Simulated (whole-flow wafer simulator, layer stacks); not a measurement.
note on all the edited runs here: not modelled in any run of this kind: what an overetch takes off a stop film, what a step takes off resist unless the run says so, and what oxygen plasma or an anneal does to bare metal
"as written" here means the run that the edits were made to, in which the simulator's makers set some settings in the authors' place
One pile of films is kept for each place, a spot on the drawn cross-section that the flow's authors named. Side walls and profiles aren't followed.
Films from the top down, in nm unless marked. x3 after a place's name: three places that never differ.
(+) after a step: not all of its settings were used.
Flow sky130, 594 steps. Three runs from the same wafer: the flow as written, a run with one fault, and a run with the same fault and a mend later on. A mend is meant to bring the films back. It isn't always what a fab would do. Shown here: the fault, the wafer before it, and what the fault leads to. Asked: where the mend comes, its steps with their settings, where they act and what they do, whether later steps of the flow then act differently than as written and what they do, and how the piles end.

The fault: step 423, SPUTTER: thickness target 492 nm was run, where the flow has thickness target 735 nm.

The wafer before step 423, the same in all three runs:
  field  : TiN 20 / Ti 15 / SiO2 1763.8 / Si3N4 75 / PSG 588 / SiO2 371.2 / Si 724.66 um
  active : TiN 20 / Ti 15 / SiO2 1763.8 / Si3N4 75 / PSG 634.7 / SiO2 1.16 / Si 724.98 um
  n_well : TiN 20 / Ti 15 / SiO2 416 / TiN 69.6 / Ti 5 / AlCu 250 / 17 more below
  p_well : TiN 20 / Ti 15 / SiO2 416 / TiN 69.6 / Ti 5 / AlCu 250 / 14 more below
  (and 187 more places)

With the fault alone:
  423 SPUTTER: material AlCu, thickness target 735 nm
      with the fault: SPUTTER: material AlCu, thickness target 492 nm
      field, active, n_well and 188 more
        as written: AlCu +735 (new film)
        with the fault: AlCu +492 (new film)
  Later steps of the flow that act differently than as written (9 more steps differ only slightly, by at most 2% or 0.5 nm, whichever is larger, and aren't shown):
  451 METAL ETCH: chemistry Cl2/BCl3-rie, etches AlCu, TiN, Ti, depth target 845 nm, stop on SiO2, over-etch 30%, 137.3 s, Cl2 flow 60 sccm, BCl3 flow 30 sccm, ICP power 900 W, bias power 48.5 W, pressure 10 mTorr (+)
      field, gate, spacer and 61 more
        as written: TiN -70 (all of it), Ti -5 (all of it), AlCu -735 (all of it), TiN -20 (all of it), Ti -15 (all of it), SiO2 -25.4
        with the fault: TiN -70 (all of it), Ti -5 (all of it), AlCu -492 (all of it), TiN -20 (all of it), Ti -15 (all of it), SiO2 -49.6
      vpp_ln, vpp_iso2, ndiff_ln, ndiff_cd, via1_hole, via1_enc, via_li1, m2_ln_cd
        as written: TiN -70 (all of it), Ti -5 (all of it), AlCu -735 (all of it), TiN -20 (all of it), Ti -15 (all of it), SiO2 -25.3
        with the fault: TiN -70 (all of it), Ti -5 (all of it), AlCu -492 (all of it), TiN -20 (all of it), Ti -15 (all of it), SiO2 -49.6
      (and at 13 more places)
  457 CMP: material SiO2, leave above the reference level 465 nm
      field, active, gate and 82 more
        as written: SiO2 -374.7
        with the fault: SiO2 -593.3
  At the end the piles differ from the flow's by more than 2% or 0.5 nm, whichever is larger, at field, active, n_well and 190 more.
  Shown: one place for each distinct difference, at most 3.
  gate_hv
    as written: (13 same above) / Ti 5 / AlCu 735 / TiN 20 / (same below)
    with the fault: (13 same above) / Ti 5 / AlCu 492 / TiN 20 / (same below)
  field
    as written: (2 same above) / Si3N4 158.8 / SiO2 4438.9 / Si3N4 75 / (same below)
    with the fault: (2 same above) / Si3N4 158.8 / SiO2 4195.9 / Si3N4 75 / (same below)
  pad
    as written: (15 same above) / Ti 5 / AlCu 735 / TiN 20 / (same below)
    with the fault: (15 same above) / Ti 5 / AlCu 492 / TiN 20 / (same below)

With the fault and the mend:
  The mend comes after step 423.
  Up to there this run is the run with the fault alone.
  423a SPUTTER: material AlCu, thickness target 243 nm (the flow's step 423 once more, with other settings)
      field, active, n_well and 188 more
        AlCu +243
  No later step of the flow acts differently than as written at any place that is followed.
  At the end the piles are the same as the flow's at every place that both follow.
